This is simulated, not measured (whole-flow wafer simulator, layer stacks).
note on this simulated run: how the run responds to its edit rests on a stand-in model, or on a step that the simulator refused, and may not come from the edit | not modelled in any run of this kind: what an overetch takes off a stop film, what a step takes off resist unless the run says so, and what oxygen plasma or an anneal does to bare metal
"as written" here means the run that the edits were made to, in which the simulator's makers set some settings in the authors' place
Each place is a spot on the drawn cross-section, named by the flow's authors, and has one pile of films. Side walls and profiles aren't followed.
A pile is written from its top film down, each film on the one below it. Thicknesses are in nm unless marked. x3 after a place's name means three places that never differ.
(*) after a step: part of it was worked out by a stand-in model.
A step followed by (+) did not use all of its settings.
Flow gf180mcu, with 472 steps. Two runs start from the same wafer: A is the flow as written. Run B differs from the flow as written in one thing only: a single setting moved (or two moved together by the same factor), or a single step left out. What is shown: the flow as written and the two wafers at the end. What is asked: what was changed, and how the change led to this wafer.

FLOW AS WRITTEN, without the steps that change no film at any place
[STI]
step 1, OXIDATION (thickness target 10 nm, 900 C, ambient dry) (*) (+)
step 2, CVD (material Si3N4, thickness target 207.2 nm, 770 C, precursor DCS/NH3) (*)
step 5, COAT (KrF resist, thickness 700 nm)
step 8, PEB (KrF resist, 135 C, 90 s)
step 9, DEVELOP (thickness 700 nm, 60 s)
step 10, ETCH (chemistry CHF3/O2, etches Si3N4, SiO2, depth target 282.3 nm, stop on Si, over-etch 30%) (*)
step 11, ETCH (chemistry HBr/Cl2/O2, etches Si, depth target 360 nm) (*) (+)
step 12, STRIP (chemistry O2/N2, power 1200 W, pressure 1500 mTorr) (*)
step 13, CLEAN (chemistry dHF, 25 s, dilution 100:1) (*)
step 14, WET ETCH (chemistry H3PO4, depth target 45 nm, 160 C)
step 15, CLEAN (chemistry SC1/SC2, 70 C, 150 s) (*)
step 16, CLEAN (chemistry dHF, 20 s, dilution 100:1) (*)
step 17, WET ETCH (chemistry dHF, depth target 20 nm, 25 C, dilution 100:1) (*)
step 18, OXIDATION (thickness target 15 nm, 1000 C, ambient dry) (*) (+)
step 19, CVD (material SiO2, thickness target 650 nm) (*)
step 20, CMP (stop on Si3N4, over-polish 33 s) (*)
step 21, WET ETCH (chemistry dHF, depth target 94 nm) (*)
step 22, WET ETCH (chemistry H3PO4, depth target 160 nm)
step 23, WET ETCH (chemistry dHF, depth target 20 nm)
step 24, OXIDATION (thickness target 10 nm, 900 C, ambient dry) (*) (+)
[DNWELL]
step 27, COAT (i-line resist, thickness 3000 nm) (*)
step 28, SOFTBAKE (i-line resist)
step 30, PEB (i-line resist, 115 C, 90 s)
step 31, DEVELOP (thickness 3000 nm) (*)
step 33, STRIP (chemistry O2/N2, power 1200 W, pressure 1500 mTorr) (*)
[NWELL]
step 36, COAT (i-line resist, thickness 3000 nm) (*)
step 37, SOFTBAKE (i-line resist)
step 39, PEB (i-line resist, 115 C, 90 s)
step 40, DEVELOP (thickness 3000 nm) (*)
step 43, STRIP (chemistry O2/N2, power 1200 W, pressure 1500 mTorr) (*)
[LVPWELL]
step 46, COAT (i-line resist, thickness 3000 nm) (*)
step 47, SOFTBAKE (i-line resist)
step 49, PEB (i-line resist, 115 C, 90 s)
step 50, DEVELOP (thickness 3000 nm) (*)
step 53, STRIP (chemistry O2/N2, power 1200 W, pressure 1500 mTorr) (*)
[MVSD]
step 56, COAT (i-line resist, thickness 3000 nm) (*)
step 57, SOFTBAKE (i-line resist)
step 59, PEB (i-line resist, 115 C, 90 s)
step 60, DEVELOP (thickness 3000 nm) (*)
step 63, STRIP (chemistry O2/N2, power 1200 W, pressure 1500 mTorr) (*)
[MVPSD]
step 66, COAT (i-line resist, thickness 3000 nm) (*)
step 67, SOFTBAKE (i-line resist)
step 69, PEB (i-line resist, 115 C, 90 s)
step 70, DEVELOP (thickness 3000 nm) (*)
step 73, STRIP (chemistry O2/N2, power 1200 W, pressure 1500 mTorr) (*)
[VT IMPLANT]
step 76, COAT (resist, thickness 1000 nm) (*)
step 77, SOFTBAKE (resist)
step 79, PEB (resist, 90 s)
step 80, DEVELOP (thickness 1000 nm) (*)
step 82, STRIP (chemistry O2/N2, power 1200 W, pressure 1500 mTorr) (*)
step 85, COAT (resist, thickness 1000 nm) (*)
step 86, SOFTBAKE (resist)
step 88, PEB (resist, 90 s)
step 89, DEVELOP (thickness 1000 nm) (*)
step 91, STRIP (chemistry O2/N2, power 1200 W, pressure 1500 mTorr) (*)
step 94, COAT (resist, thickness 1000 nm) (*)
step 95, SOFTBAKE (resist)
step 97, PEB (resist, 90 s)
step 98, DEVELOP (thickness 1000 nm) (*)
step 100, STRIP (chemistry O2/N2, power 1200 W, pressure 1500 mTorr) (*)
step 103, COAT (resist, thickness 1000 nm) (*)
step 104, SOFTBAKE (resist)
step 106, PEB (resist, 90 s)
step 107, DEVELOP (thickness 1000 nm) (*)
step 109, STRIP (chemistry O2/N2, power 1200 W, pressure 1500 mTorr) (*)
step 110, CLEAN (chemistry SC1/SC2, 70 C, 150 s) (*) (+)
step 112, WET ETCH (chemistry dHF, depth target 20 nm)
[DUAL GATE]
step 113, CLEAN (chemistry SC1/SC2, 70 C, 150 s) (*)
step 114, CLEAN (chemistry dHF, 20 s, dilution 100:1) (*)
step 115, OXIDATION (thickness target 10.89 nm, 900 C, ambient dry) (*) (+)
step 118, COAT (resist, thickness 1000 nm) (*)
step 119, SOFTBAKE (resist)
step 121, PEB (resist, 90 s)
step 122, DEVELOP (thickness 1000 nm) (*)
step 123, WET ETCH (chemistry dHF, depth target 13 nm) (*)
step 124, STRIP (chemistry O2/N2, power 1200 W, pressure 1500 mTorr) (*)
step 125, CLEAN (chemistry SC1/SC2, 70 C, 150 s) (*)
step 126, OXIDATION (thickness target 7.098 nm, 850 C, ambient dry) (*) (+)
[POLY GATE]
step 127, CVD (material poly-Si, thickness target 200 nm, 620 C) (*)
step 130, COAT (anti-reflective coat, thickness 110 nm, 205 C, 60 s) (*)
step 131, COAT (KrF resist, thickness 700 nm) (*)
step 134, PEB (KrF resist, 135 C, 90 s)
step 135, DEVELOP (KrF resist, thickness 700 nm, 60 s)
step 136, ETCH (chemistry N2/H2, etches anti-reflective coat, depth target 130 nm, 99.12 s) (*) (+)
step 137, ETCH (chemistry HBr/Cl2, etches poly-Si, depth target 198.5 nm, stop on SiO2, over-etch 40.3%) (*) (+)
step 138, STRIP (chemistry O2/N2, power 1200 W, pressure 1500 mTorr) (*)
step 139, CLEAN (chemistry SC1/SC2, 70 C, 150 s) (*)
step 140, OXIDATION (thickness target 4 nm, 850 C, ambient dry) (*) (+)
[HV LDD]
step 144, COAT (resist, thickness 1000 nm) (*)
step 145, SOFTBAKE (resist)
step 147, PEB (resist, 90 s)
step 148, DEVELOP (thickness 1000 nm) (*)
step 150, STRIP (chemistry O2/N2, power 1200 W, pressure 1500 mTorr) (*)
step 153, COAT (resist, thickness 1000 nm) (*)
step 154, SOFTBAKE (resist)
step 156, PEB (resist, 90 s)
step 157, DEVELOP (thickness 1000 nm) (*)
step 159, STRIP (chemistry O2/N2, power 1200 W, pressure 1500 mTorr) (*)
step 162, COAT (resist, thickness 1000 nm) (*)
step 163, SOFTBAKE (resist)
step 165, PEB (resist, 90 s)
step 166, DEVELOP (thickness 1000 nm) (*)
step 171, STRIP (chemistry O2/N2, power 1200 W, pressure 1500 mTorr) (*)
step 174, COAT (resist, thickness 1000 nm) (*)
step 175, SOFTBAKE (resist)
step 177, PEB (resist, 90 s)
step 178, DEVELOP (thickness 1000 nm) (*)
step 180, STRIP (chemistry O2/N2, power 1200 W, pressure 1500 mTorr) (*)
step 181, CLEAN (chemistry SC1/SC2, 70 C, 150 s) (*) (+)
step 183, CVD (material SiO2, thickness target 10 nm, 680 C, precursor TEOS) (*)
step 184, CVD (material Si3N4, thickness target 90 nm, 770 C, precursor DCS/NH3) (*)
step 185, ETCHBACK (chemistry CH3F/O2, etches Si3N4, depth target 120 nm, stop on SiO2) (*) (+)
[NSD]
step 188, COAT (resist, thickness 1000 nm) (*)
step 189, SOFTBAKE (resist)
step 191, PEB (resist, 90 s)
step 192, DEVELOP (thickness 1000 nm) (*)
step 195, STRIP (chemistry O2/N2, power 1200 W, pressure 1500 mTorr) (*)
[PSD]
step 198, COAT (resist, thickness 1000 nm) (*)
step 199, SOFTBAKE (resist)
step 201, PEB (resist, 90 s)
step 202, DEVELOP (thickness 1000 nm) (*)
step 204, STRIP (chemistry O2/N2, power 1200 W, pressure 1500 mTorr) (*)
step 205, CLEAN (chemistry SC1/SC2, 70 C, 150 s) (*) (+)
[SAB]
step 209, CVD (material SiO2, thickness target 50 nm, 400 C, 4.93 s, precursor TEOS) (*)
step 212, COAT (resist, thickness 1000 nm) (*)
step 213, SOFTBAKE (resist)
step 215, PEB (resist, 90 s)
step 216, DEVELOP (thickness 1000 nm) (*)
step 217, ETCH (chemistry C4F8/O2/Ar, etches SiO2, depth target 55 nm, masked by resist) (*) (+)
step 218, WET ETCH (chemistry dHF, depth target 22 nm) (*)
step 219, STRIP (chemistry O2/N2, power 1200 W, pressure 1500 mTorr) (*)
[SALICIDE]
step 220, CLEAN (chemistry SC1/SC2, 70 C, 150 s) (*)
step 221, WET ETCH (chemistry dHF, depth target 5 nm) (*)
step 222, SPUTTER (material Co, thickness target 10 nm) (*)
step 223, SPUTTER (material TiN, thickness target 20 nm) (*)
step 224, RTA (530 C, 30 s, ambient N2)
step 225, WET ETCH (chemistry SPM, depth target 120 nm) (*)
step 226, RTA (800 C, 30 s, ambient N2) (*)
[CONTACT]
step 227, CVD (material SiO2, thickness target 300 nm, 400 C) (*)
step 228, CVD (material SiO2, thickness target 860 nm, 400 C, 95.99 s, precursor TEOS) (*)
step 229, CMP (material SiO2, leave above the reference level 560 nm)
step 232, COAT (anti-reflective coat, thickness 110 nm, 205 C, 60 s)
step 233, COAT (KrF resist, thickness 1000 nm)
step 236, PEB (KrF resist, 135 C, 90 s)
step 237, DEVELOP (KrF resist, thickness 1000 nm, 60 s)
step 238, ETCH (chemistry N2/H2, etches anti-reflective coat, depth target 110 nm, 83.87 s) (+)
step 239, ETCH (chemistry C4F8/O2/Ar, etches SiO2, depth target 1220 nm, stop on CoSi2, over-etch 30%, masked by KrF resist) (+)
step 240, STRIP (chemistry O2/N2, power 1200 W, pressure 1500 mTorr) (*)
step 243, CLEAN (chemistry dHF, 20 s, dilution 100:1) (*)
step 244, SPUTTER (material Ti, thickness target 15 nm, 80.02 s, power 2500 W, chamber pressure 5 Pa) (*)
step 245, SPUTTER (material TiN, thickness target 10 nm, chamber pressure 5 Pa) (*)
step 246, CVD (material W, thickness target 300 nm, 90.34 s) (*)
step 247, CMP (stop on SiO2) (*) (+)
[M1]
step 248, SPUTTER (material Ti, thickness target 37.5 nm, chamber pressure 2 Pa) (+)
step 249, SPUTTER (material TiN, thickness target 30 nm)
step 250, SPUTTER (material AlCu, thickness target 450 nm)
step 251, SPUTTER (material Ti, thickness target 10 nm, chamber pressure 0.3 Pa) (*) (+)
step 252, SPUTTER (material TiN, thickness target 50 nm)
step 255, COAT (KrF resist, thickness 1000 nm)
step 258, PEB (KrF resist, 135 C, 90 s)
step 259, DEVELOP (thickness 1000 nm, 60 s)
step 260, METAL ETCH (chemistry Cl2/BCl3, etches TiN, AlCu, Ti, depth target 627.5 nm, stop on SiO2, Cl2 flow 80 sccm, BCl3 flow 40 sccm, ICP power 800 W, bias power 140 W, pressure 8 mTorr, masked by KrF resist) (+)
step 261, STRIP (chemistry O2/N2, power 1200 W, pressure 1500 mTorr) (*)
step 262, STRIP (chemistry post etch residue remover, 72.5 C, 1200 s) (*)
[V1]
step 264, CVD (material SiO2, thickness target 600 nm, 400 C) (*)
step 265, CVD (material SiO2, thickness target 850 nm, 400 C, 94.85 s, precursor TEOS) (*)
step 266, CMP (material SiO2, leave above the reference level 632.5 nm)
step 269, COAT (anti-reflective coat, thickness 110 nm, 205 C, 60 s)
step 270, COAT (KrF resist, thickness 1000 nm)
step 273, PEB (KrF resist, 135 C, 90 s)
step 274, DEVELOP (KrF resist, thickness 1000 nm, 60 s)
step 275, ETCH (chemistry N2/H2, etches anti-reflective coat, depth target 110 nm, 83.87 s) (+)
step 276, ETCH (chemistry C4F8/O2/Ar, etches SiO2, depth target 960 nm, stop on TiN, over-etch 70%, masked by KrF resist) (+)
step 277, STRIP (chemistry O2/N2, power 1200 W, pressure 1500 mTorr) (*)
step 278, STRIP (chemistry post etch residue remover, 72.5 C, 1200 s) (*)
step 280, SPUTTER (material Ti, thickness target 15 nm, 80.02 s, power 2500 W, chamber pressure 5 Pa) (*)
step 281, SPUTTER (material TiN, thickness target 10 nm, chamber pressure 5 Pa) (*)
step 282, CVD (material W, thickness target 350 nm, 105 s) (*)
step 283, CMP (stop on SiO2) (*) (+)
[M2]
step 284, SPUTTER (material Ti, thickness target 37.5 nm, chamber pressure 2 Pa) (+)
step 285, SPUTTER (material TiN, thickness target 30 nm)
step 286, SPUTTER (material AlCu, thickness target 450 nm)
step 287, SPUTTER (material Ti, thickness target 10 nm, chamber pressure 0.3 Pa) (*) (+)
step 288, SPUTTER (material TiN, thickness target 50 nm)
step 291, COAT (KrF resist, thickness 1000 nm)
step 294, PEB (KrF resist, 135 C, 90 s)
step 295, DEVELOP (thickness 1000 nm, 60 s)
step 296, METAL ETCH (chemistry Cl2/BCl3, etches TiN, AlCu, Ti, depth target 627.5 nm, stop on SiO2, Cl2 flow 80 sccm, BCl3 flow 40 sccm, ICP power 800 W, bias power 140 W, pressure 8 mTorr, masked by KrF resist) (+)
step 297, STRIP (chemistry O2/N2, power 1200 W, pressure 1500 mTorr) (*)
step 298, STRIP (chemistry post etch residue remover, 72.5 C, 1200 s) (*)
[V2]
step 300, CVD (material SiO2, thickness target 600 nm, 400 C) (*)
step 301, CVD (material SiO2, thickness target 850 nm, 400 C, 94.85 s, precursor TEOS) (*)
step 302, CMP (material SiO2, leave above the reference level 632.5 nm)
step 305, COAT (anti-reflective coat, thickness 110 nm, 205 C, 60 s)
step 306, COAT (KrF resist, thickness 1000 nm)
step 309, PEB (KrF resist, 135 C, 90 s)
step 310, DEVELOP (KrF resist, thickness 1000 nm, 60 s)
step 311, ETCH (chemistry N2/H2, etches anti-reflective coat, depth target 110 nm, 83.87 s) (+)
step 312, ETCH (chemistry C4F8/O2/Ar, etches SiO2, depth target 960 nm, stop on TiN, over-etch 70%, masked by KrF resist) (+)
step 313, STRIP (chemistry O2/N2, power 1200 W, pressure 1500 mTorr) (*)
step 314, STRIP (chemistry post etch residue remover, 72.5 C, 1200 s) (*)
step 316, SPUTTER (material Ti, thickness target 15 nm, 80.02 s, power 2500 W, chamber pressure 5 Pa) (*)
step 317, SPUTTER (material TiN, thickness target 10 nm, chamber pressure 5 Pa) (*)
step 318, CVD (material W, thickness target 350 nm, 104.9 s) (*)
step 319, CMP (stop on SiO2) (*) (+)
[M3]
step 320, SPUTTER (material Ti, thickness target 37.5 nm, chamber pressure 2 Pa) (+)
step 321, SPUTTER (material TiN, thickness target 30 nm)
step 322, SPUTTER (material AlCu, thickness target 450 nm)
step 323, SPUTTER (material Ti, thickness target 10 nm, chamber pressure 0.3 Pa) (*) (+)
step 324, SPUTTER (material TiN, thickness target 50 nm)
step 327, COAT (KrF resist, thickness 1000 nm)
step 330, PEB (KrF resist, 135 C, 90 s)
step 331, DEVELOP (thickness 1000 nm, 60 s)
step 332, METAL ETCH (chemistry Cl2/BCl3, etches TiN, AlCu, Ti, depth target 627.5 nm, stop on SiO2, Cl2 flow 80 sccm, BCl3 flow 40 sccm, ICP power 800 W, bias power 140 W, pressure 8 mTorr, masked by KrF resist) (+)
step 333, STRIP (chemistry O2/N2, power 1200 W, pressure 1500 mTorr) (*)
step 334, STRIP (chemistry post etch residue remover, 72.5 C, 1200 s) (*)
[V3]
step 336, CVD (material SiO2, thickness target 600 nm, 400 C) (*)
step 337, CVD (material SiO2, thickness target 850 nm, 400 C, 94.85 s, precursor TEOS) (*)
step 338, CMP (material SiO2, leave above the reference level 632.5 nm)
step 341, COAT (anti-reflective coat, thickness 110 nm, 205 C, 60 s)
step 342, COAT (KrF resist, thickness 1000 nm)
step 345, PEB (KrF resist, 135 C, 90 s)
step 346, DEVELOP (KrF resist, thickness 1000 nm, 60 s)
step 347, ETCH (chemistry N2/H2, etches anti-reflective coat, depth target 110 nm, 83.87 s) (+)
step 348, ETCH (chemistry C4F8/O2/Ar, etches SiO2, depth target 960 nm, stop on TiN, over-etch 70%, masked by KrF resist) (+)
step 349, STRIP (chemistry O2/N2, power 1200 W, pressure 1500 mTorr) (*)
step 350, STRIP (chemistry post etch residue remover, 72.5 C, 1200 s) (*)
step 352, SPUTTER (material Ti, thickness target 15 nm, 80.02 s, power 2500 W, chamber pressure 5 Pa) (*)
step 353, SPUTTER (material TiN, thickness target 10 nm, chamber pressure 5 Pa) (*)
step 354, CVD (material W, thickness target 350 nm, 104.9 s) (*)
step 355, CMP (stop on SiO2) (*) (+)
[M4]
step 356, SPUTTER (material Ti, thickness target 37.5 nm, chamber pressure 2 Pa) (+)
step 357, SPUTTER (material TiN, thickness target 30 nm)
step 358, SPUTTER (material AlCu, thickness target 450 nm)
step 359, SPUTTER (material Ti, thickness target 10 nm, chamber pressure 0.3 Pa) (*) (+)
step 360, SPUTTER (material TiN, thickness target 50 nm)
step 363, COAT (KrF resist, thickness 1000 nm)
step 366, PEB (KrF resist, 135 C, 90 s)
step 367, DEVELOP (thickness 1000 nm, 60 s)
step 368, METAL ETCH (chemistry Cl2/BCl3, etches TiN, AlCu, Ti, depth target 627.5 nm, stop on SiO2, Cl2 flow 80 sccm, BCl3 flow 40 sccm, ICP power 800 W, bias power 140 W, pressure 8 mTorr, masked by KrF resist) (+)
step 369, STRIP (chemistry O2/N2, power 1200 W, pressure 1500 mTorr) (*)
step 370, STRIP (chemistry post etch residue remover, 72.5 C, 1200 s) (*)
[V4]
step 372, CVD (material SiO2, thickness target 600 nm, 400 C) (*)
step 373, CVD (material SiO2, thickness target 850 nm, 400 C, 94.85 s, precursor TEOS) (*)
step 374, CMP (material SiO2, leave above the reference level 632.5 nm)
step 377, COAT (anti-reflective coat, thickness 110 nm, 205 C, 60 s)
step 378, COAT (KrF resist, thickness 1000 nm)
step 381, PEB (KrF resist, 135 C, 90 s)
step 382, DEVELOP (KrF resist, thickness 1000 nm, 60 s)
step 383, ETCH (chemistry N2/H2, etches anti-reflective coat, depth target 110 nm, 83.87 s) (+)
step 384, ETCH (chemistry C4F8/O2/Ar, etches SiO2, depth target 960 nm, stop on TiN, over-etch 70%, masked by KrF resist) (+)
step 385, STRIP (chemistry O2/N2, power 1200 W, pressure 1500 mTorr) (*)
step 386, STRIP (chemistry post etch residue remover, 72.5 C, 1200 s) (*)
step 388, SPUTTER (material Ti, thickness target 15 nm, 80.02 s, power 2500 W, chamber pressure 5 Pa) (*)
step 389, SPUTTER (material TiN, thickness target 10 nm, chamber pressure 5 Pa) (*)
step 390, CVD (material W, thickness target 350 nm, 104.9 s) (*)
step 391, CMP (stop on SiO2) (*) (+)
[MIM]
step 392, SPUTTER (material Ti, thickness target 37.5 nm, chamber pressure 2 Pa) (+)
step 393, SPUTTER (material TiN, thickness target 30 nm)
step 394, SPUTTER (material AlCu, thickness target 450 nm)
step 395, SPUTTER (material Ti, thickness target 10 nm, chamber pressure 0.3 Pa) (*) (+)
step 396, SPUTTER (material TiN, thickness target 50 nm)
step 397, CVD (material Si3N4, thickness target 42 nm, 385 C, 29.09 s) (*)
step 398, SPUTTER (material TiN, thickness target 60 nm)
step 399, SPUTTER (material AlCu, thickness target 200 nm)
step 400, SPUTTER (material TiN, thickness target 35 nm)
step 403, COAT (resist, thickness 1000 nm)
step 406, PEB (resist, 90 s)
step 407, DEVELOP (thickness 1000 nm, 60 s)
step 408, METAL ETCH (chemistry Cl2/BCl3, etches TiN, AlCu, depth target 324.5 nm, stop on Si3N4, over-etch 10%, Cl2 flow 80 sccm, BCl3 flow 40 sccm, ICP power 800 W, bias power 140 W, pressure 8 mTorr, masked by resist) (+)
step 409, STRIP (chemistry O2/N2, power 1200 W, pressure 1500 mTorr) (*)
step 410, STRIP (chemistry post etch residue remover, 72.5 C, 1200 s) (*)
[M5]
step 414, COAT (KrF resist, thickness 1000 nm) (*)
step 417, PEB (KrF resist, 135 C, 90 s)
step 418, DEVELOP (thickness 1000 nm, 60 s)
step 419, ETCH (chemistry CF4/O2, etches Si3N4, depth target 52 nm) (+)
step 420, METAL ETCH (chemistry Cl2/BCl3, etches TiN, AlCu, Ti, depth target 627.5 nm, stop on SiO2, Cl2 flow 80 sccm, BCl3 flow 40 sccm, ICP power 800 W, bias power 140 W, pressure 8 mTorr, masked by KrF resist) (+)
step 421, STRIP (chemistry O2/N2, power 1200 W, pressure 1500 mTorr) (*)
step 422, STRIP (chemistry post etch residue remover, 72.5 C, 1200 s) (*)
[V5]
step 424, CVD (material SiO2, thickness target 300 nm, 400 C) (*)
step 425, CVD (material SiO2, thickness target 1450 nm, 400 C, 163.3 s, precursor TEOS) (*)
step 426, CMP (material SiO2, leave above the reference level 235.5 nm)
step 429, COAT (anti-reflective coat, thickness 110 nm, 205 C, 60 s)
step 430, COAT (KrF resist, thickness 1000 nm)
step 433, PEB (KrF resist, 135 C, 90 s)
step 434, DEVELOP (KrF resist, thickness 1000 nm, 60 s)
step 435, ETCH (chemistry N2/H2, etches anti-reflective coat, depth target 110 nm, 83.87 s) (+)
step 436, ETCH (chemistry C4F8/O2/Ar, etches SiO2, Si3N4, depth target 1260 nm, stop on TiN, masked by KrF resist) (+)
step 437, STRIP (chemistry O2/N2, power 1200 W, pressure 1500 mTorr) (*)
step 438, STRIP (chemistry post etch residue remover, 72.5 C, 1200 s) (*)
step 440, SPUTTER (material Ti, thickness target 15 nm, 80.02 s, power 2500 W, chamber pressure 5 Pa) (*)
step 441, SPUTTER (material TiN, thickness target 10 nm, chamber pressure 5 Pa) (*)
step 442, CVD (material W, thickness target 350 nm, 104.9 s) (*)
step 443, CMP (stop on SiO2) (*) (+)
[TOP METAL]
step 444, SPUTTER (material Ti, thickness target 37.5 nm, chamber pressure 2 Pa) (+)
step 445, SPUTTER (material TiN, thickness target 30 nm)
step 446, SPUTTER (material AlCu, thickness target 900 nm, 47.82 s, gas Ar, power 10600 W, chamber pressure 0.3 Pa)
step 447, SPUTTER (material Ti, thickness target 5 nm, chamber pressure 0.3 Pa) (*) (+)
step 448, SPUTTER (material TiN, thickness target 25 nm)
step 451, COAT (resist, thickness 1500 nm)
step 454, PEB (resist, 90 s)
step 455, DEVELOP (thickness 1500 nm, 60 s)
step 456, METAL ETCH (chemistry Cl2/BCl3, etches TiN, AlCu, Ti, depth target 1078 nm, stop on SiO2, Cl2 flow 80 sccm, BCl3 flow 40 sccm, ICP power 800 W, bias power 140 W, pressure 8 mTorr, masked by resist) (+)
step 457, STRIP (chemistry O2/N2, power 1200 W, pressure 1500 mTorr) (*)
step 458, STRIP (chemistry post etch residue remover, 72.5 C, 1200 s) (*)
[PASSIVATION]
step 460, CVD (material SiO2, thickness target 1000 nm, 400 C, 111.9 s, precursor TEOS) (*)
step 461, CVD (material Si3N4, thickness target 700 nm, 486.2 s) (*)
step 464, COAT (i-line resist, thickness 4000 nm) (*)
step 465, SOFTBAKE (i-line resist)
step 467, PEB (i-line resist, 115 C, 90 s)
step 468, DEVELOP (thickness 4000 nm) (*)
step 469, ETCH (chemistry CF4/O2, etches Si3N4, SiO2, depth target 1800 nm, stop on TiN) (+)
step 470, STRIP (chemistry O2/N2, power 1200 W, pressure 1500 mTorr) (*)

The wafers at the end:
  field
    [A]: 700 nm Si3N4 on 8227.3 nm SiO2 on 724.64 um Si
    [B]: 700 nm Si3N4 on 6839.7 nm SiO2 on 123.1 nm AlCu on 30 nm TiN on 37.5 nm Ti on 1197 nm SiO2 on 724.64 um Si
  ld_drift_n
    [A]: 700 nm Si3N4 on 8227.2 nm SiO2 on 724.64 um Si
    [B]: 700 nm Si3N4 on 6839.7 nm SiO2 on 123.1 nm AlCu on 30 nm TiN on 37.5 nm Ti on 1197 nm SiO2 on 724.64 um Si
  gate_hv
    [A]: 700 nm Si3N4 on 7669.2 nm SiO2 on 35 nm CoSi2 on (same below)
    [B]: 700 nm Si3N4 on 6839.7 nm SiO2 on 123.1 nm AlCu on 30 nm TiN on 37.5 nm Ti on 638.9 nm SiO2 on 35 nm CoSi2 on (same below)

What caused this: step 260, METAL ETCH: depth target 381.2 nm was run, while the flow as written has depth target 627.5 nm.

How this came from the change, step by step:
  step 260, METAL ETCH (chemistry Cl2/BCl3, etches TiN, AlCu, Ti, depth target 627.5 nm, stop on SiO2, Cl2 flow 80 sccm, BCl3 flow 40 sccm, ICP power 800 W, bias power 140 W, pressure 8 mTorr, masked by KrF resist) (+)
      field, field__w1, field__w2 and 99 more: A TiN loses 50 (all of it), Ti loses 10 (all of it), AlCu loses 450 (all of it), TiN loses 30 (all of it), Ti loses 37.5 (all of it) | B TiN loses 50 (all of it), Ti loses 10 (all of it), AlCu loses 321.2
      field__w8, contact, m1 and 6 more: A KrF resist loses 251 | B KrF resist loses 152.5
  step 261, STRIP (chemistry O2/N2, power 1200 W, pressure 1500 mTorr) (*)
      field__w8, contact, m1 and 6 more: A KrF resist loses 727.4 (all of it) | B KrF resist loses 825.9 (all of it)
  step 262, STRIP (chemistry post etch residue remover, 72.5 C, 1200 s) (*)
      field, field__w1, field__w2 and 99 more: A nothing | B AlCu loses 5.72
  step 264, CVD (material SiO2, thickness target 600 nm, 400 C) (*)
      field, field__w1, field__w2 and 99 more: A SiO2 gains 600 | B SiO2 gains 600 (new film)
  step 266, CMP (material SiO2, leave above the reference level 632.5 nm)
      field, field__w1, field__w2 and 99 more: A SiO2 loses 300 | B SiO2 loses 490.6
With metal films that touch counted as one body, field has 1 body; the flow as written gives 0 bodies.
With metal films that touch counted as one body, ld_drift_n has 1 body; the flow as written gives 0 bodies.
With metal films that touch counted as one body, gate_hv has 2 bodies (between them, from the top down: SiO2 638.9); the flow as written gives 1 body.
